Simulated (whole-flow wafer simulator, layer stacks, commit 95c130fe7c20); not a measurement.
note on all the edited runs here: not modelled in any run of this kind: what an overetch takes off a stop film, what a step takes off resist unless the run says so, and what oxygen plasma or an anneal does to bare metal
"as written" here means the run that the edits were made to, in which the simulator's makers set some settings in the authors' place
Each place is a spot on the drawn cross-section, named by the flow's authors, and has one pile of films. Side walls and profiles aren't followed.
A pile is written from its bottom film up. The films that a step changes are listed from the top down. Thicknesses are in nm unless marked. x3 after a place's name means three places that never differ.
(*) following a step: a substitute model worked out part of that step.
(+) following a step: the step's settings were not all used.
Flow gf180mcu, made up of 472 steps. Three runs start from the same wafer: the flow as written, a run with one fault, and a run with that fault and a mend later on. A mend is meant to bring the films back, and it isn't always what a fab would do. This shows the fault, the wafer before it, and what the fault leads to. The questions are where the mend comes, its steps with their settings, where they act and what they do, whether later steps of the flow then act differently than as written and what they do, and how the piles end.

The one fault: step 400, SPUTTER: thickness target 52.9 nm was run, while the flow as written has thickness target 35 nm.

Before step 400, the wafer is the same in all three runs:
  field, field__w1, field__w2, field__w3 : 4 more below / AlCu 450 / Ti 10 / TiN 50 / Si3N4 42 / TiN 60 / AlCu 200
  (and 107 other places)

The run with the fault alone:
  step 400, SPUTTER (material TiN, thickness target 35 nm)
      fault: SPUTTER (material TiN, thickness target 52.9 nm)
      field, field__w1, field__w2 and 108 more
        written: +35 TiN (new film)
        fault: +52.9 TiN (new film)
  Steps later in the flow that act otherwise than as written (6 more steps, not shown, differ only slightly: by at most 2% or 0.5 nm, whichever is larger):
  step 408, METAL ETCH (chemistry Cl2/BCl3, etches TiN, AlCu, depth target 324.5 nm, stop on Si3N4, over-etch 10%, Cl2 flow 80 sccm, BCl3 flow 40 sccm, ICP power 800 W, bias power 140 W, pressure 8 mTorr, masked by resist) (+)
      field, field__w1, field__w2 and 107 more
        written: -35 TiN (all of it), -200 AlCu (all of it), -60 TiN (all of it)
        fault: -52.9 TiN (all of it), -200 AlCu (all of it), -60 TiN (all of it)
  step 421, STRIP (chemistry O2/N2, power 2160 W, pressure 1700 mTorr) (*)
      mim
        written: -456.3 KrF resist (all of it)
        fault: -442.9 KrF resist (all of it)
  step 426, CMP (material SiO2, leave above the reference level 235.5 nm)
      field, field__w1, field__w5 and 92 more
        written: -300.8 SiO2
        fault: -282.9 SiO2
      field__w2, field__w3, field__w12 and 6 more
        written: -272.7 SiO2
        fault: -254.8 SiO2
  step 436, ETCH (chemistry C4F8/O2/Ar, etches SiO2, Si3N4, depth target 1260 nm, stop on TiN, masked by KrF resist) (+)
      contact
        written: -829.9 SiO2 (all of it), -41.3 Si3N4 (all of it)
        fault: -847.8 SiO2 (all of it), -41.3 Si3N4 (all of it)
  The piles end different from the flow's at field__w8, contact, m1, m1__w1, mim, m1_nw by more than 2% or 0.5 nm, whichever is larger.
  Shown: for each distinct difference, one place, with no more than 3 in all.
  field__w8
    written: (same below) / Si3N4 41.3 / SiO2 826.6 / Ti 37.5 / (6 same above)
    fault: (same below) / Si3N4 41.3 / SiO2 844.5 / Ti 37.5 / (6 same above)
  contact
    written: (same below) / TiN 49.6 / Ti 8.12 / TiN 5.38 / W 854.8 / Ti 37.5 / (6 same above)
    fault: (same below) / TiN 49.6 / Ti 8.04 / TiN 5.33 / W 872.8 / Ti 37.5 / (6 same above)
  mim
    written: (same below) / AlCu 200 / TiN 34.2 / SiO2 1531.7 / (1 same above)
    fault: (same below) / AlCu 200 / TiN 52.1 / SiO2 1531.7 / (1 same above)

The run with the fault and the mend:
  After step 400 comes the mend.
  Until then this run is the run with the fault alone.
  step 400a, METAL ETCH (chemistry Cl2/BCl3, etches TiN, AlCu, Ti, depth target 17.9 nm, Cl2 flow 80 sccm, BCl3 flow 40 sccm, ICP power 800 W, bias power 140 W, pressure 8 mTorr) (the flow's step 260 again, with other settings)
      field, field__w1, field__w2 and 108 more
        -17.9 TiN
  Every later step of the flow that is run acts as written at every place that is followed.
  The piles end the same as the flow's at every place that both follow.
